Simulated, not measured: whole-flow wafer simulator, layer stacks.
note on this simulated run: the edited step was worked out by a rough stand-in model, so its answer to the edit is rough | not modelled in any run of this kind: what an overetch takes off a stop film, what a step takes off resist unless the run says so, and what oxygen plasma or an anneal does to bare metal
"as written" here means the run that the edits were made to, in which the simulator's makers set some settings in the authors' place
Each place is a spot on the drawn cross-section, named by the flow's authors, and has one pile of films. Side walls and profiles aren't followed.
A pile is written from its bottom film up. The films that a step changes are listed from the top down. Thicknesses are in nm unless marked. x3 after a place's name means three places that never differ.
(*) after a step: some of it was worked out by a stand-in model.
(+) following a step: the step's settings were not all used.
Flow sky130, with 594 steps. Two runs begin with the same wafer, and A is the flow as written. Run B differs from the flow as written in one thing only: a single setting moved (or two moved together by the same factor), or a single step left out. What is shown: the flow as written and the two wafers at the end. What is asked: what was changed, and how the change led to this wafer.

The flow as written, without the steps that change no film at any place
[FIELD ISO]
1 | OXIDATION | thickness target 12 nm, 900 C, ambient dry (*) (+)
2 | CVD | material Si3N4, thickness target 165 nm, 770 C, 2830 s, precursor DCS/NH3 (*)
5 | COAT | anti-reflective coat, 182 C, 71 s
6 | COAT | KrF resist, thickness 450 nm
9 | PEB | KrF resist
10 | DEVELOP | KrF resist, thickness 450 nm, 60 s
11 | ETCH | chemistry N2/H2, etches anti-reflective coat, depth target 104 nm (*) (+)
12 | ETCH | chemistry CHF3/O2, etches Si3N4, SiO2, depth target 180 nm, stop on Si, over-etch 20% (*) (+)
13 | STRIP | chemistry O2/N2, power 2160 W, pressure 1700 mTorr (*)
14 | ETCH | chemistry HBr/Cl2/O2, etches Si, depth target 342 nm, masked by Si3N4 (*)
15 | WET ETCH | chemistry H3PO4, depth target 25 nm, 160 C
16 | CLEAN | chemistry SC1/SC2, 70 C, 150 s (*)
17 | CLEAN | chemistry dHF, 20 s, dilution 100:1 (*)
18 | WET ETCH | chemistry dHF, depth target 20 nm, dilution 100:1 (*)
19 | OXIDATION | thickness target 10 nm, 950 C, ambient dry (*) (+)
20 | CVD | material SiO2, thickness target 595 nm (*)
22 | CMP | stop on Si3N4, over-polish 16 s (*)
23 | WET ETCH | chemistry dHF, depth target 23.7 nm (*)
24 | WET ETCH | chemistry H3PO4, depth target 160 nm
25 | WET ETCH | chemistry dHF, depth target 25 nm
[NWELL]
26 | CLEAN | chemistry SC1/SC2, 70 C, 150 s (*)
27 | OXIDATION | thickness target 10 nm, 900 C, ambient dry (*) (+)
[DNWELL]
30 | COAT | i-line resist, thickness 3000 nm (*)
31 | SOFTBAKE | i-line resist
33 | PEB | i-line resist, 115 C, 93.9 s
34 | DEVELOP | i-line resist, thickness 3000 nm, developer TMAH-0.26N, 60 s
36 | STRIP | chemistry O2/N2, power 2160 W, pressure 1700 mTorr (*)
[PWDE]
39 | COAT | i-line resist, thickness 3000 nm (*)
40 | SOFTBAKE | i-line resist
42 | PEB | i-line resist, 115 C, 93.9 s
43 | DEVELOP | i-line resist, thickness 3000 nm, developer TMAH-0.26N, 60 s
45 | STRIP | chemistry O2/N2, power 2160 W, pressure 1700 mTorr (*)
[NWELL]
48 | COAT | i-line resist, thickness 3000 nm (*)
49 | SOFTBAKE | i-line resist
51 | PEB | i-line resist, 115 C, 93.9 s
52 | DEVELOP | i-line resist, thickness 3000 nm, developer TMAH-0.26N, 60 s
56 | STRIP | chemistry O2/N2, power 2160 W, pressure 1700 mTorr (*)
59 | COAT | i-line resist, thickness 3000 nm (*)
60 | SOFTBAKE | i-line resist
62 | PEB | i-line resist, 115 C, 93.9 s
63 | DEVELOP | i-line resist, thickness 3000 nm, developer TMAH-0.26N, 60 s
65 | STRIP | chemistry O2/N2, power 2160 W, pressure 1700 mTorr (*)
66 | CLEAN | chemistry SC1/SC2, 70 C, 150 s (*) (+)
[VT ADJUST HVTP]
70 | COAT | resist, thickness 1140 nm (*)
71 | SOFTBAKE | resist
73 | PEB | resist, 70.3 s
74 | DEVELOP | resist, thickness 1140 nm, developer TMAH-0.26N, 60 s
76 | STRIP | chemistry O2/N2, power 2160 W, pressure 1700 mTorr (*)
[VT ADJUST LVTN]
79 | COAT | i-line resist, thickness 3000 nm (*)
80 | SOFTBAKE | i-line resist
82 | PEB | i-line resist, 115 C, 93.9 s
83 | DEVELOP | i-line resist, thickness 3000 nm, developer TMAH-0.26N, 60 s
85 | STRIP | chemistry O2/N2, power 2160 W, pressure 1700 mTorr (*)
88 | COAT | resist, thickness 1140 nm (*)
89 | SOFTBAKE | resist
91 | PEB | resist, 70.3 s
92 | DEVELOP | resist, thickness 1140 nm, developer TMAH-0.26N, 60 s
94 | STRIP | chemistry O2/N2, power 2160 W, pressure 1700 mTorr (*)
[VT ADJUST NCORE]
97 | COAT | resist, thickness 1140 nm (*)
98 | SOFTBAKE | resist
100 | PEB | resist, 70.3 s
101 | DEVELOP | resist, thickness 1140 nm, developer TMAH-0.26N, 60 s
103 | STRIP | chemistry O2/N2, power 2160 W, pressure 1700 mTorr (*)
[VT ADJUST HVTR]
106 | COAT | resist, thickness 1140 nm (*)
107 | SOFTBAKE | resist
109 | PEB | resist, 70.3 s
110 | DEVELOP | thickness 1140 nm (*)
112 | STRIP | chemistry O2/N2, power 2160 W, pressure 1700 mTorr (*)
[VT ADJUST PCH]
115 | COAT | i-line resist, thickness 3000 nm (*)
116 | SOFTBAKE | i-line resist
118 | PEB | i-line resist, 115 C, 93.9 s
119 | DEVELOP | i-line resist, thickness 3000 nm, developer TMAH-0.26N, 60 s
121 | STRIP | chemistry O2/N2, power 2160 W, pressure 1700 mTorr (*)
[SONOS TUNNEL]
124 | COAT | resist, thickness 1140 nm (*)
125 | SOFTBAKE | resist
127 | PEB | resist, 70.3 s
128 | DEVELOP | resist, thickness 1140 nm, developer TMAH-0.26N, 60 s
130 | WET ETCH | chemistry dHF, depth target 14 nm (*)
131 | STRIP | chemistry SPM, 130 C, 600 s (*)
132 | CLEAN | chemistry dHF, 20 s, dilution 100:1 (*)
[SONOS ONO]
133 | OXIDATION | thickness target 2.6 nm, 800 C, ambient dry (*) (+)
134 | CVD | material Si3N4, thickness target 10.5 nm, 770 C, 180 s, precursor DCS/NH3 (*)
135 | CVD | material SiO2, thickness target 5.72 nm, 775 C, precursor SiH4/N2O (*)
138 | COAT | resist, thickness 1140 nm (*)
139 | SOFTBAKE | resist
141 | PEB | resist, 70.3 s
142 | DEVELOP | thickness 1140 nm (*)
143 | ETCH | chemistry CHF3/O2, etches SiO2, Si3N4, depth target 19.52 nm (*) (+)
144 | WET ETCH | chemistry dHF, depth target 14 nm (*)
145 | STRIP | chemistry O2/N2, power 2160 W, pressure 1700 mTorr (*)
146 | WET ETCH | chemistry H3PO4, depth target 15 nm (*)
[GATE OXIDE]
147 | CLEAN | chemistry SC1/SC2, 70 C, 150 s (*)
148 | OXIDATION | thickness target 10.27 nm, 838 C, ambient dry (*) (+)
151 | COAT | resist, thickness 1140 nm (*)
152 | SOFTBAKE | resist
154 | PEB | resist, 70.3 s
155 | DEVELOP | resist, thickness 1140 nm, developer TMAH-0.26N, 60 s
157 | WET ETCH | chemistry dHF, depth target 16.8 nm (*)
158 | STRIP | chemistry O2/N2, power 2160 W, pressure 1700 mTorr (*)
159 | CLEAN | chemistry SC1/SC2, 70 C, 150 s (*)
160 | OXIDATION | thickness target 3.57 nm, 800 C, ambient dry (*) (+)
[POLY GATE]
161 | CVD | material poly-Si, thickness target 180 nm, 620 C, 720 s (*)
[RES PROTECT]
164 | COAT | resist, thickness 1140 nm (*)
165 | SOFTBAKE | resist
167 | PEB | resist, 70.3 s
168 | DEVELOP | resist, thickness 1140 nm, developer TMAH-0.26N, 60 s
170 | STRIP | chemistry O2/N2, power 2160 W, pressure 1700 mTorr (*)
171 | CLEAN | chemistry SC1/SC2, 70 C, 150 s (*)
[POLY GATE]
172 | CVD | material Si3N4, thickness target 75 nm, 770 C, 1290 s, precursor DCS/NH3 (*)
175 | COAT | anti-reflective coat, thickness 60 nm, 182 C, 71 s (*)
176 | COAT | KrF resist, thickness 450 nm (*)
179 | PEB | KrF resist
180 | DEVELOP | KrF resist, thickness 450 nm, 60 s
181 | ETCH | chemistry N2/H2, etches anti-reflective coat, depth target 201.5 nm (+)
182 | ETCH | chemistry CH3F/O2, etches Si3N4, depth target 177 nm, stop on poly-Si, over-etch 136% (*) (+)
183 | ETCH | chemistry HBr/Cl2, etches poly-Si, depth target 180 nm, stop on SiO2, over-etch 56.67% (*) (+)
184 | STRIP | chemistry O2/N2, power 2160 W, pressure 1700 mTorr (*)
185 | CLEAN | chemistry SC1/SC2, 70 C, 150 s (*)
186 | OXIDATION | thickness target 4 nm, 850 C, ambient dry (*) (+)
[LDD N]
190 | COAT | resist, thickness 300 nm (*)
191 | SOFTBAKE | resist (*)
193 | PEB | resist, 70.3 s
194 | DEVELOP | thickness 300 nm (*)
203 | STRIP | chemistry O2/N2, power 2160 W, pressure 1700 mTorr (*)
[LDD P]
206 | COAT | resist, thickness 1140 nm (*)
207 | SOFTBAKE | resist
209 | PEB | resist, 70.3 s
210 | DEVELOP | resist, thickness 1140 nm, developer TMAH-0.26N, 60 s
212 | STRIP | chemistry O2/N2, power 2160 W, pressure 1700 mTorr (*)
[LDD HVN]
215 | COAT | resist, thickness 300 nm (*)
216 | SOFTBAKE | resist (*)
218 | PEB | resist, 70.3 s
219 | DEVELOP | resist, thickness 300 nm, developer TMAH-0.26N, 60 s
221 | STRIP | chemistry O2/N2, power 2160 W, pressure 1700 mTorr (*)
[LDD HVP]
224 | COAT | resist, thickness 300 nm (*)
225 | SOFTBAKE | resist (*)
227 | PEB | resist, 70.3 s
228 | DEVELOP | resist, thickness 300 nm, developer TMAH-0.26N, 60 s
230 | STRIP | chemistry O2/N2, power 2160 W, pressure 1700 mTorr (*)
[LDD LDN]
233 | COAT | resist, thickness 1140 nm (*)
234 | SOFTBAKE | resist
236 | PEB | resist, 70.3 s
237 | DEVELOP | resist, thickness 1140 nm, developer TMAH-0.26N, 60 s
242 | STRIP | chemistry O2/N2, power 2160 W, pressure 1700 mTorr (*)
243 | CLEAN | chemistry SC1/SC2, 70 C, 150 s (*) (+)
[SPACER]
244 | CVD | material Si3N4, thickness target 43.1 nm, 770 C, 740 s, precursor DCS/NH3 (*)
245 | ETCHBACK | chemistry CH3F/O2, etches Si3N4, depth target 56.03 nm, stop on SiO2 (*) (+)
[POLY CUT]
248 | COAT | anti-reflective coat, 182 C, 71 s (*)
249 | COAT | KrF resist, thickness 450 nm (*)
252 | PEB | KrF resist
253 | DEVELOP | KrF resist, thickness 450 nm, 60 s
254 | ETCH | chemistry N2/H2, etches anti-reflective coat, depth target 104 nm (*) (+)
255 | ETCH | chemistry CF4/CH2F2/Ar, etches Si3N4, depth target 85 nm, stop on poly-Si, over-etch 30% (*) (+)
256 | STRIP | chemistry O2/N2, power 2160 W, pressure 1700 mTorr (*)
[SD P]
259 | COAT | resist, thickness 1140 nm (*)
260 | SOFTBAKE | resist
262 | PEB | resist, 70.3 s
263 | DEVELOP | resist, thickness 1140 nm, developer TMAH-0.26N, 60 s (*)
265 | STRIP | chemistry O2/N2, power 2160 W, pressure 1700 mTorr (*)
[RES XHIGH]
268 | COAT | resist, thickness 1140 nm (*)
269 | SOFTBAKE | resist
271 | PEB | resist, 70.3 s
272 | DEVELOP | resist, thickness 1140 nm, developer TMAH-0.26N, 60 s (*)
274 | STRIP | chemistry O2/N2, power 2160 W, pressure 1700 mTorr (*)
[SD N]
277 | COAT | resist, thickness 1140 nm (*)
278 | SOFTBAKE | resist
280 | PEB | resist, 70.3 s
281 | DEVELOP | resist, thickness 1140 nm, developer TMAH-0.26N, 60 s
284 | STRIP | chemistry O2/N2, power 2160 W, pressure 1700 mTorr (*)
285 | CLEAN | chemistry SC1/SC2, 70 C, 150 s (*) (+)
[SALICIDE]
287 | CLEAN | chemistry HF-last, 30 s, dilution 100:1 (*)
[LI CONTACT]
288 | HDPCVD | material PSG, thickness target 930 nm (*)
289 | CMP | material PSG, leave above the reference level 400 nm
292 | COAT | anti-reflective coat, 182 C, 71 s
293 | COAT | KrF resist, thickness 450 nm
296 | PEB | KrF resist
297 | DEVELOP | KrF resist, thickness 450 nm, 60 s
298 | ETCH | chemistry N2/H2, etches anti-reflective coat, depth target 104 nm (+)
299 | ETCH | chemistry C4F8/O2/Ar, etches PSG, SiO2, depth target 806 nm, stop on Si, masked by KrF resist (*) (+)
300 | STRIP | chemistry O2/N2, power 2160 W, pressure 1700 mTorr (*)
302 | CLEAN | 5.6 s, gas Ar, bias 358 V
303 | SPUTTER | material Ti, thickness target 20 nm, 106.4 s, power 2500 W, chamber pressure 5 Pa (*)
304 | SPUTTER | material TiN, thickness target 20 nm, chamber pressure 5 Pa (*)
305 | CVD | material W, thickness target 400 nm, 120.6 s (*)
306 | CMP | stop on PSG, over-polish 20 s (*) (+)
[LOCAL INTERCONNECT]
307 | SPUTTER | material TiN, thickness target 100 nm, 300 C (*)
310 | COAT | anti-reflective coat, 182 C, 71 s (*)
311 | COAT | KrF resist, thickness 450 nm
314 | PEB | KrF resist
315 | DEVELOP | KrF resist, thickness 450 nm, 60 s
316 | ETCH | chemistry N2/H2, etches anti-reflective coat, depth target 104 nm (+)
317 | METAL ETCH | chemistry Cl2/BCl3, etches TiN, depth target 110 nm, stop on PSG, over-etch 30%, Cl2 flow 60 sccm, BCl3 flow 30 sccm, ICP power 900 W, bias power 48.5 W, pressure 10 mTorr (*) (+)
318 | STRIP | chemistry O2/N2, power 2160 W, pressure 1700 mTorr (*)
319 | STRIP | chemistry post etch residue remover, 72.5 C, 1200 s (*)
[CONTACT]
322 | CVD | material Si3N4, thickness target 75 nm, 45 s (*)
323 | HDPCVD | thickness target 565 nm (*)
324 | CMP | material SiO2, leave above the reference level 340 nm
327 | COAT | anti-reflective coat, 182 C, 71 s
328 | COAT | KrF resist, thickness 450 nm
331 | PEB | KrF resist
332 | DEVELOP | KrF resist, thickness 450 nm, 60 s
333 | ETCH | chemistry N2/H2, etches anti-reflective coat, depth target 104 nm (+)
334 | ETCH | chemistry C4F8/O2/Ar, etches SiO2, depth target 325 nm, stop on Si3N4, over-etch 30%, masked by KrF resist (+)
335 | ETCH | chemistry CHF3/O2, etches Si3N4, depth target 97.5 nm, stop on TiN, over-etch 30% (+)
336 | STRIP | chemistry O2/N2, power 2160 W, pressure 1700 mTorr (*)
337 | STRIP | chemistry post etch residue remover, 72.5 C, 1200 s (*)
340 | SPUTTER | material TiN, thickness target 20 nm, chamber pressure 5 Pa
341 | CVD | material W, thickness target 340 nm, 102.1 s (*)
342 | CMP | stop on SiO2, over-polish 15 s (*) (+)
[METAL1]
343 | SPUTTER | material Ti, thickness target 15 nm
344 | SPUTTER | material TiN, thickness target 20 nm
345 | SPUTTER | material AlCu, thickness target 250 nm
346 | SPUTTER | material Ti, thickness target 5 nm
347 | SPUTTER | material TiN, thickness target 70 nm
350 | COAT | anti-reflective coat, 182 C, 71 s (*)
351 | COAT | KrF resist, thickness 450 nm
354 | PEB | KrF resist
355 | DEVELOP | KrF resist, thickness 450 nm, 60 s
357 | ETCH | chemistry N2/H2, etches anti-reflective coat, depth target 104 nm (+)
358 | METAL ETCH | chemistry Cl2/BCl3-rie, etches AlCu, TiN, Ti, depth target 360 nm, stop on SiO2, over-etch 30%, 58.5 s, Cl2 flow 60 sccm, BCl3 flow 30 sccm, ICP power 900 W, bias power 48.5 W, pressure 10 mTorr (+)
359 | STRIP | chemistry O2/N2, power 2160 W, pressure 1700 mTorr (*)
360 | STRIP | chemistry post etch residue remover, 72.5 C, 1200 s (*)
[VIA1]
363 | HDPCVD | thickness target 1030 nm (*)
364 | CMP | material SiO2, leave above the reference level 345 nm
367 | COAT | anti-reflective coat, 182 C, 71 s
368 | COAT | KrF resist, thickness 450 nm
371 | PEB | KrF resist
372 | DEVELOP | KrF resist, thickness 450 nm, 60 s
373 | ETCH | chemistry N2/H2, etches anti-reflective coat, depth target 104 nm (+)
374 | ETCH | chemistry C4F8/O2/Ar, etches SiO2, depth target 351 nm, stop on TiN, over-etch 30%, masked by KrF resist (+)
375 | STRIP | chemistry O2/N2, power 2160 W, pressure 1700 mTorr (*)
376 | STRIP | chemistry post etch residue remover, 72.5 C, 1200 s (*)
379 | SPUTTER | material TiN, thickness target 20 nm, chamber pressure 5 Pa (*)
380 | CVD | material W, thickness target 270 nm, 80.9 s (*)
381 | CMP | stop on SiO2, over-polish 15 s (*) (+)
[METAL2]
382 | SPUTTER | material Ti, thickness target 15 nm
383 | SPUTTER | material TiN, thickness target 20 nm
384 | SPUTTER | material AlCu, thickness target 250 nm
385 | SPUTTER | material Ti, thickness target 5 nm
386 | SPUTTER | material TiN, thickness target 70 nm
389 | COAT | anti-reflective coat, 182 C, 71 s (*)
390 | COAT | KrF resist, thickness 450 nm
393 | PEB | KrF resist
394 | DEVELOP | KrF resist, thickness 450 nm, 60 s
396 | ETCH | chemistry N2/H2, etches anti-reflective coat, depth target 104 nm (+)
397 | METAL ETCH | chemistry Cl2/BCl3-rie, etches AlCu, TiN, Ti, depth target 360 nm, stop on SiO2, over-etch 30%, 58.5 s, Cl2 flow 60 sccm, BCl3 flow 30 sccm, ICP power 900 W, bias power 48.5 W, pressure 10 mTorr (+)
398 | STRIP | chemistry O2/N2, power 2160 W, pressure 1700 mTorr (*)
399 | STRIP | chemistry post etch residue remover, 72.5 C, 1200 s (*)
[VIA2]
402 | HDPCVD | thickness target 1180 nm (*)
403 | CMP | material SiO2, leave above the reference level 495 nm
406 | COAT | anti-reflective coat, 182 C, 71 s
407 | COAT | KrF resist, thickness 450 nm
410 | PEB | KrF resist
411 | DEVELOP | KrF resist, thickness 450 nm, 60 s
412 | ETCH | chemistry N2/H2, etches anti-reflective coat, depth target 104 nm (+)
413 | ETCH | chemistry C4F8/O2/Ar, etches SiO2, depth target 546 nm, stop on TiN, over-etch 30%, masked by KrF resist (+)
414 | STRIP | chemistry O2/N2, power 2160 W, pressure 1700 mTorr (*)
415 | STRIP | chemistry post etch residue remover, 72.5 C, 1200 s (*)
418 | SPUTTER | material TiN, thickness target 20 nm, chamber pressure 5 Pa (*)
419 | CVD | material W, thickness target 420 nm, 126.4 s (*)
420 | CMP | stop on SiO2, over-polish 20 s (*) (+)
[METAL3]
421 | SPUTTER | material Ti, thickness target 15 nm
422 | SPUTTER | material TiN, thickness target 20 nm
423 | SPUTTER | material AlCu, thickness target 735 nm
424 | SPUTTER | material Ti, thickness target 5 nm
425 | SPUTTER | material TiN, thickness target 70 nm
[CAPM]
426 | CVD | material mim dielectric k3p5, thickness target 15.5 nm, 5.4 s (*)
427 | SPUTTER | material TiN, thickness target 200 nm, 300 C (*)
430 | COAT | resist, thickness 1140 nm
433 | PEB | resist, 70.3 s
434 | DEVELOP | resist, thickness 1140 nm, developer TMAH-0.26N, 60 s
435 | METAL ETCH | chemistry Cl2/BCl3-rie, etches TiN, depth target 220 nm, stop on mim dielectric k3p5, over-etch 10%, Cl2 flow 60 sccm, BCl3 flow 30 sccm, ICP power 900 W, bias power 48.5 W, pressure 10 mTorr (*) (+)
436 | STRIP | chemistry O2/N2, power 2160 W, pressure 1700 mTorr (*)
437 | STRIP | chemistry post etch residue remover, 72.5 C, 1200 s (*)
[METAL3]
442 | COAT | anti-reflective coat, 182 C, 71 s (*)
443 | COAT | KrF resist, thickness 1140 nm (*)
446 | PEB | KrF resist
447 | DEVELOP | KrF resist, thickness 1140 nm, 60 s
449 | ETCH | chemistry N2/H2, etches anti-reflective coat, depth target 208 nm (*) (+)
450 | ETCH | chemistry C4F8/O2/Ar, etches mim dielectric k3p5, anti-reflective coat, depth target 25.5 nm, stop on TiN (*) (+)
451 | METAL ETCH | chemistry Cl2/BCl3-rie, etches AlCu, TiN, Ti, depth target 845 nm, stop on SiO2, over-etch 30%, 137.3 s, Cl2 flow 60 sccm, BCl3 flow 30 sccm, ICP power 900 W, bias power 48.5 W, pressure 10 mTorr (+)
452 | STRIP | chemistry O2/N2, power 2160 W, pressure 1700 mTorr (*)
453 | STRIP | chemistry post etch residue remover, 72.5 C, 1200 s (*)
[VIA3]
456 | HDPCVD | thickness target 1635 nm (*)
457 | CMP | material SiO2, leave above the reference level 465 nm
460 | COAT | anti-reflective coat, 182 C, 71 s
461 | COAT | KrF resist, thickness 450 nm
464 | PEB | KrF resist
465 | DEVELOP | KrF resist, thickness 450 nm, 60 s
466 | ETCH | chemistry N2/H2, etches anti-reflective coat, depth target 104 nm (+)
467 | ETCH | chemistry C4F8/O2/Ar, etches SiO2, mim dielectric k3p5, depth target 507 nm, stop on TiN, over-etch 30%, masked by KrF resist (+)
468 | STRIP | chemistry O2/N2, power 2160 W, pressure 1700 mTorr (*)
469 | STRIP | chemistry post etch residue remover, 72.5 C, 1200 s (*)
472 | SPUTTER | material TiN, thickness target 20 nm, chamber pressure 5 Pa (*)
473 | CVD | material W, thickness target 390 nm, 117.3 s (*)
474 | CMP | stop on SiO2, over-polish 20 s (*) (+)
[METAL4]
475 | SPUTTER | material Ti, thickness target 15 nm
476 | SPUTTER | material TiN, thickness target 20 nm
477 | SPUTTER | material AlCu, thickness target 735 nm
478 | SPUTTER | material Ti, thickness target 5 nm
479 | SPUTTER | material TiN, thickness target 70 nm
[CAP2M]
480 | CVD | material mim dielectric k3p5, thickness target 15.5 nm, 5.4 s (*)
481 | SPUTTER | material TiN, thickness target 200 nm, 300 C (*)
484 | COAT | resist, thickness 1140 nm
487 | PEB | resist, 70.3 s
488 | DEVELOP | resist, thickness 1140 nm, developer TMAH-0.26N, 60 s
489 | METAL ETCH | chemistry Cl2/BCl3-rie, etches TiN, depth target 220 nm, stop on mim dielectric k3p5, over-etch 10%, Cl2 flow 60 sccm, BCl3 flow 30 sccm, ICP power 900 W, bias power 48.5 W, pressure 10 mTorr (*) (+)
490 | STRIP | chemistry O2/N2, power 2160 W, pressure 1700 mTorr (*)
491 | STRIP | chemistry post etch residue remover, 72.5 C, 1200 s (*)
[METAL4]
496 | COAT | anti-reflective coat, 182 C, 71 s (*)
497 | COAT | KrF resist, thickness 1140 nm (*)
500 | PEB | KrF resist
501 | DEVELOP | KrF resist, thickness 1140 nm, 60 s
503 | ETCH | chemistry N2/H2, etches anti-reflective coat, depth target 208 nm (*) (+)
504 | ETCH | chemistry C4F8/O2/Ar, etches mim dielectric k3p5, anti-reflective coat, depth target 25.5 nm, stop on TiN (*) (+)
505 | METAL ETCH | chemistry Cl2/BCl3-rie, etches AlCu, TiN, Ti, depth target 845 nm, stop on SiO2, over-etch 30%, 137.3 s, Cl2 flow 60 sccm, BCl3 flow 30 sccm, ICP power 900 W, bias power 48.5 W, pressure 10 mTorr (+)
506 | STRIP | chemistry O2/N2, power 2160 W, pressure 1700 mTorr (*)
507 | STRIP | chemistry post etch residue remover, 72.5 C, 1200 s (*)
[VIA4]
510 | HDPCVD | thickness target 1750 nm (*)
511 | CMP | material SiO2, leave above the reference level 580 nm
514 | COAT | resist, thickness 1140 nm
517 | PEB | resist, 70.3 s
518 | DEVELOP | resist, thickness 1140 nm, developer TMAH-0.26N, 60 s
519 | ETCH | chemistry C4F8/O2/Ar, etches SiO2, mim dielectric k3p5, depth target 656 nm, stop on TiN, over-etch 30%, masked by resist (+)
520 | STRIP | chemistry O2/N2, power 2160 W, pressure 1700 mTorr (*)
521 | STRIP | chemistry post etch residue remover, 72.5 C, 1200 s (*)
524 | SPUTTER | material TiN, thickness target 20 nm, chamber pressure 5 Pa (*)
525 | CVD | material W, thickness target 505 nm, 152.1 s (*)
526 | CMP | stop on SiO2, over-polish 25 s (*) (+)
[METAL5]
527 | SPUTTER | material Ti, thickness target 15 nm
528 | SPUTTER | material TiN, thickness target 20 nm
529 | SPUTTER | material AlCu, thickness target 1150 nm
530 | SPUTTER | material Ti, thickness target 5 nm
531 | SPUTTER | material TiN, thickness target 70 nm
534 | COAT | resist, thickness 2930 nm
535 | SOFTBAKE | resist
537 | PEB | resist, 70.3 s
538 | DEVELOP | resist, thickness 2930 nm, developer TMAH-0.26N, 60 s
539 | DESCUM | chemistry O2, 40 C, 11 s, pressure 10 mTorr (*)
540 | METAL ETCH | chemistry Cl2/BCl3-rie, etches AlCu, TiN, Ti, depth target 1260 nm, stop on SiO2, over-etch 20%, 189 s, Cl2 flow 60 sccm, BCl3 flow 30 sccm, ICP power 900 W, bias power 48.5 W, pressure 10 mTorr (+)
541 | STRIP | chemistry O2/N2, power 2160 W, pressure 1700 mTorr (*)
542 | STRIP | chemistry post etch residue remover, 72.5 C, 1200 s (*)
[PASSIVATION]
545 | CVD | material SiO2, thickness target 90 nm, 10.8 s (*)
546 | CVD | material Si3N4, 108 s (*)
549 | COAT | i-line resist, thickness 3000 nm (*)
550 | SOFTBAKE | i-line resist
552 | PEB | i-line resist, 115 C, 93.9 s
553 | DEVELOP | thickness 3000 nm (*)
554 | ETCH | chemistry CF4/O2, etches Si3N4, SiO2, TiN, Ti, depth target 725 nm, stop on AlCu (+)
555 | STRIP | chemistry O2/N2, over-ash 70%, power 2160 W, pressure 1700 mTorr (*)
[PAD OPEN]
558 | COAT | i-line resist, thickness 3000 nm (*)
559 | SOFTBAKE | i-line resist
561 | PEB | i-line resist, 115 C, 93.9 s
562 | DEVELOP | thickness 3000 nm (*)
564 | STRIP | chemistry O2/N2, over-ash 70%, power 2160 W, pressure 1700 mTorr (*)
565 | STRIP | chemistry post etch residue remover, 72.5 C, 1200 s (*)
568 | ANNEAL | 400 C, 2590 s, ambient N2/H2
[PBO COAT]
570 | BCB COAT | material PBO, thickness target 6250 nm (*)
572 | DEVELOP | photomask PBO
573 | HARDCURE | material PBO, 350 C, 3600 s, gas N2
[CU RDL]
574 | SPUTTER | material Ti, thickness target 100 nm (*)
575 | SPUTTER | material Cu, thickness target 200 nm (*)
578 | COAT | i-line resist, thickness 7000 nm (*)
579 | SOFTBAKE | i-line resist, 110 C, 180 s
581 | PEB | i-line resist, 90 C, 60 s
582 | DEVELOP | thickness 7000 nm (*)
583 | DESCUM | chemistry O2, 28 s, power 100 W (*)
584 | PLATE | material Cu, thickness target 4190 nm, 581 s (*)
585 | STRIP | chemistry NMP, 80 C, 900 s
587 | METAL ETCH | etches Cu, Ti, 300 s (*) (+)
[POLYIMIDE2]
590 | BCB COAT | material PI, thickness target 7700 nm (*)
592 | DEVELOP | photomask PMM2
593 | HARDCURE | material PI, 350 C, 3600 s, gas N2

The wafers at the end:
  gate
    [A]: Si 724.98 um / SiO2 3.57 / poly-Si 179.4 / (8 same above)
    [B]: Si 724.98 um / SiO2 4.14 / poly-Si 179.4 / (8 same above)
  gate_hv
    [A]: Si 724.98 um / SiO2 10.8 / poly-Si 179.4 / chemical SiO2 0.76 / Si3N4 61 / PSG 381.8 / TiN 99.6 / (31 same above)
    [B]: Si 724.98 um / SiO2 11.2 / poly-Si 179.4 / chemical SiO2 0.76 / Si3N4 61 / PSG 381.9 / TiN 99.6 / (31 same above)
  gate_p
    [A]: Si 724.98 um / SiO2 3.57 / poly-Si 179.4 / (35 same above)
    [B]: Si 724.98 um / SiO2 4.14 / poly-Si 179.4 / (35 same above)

Cause: step 160, OXIDATION: thickness target 4.14 nm was run, though the flow has thickness target 3.57 nm.
The wafer lets one read it off: gate has SiO2 4.14, and step 160 as written asks for 3.57 nm.

The path from the change to this, step by step:
  160 | OXIDATION | thickness target 3.57 nm, 800 C, ambient dry (*) (+)
      active, n_well, p_well and 58 more: A SiO2 gains 3.57 (new film), chemical SiO2 loses 0.76 (all of it), Si loses 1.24 | B SiO2 gains 4.14 (new film), chemical SiO2 loses 0.76 (all of it), Si loses 1.49
  248 | COAT | anti-reflective coat, 182 C, 71 s (*)
      m1: A anti-reflective coat gains 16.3 (new film) | B anti-reflective coat gains 15.7 (new film)
  256 | STRIP | chemistry O2/N2, power 2160 W, pressure 1700 mTorr (*)
      m1: A KrF resist loses 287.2 (all of it), anti-reflective coat loses 16.3 (all of it) | B KrF resist loses 287.6 (all of it), anti-reflective coat loses 15.7 (all of it)
